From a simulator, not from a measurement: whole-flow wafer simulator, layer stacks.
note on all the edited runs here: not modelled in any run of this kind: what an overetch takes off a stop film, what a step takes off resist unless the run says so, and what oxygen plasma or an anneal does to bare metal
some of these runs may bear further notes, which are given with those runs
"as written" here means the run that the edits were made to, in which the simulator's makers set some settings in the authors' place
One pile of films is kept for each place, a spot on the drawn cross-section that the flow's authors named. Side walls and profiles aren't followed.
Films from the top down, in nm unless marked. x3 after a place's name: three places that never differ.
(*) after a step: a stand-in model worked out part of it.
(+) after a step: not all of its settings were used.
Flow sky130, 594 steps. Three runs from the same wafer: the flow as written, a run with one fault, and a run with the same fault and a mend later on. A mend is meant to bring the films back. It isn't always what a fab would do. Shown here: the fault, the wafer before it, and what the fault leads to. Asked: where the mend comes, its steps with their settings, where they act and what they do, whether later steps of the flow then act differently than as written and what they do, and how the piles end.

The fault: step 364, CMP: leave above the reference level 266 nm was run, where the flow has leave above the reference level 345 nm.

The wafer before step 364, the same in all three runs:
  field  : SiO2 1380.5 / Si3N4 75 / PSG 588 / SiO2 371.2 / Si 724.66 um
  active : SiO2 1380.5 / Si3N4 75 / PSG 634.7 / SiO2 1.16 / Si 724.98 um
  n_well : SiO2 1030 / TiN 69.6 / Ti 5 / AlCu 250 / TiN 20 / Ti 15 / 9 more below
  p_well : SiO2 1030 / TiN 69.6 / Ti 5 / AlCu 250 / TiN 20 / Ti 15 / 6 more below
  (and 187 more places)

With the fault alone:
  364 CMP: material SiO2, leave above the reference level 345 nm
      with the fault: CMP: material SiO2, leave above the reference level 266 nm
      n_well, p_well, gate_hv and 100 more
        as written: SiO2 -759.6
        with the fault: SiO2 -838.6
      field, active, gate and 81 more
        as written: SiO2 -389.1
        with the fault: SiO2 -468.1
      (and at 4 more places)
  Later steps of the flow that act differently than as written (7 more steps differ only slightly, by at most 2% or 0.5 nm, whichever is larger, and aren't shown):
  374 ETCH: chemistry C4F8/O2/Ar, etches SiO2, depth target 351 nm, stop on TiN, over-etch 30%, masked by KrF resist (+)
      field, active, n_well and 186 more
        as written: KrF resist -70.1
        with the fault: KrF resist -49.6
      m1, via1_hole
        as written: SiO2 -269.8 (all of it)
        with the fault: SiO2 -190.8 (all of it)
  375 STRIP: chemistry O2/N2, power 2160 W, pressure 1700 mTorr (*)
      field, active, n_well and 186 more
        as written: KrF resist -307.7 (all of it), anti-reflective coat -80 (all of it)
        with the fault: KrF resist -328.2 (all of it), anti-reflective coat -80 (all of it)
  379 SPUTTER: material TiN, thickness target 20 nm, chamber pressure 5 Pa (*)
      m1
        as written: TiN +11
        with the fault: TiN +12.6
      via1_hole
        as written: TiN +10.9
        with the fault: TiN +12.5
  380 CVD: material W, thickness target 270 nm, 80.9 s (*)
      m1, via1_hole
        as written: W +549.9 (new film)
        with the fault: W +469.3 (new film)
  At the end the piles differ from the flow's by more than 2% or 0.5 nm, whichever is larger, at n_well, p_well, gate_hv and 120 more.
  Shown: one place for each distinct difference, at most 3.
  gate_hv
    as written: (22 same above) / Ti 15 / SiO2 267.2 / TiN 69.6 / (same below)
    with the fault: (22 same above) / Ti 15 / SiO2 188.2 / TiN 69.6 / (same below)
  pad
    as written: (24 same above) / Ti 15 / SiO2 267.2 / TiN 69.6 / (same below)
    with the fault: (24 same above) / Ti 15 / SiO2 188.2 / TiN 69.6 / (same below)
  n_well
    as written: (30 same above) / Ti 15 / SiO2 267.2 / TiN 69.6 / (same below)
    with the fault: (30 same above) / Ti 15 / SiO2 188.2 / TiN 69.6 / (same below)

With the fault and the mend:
  The mend comes after step 364.
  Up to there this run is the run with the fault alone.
  364a HDPCVD: thickness target 79 nm (*) (the flow's step 363 once more, with other settings)
      field, active, n_well and 188 more
        SiO2 +79
  No later step of the flow acts differently than as written, at any place that is followed, by more than 2% or 0.5 nm, whichever is larger.
  At the end the piles are the same as the flow's at every place that both follow.
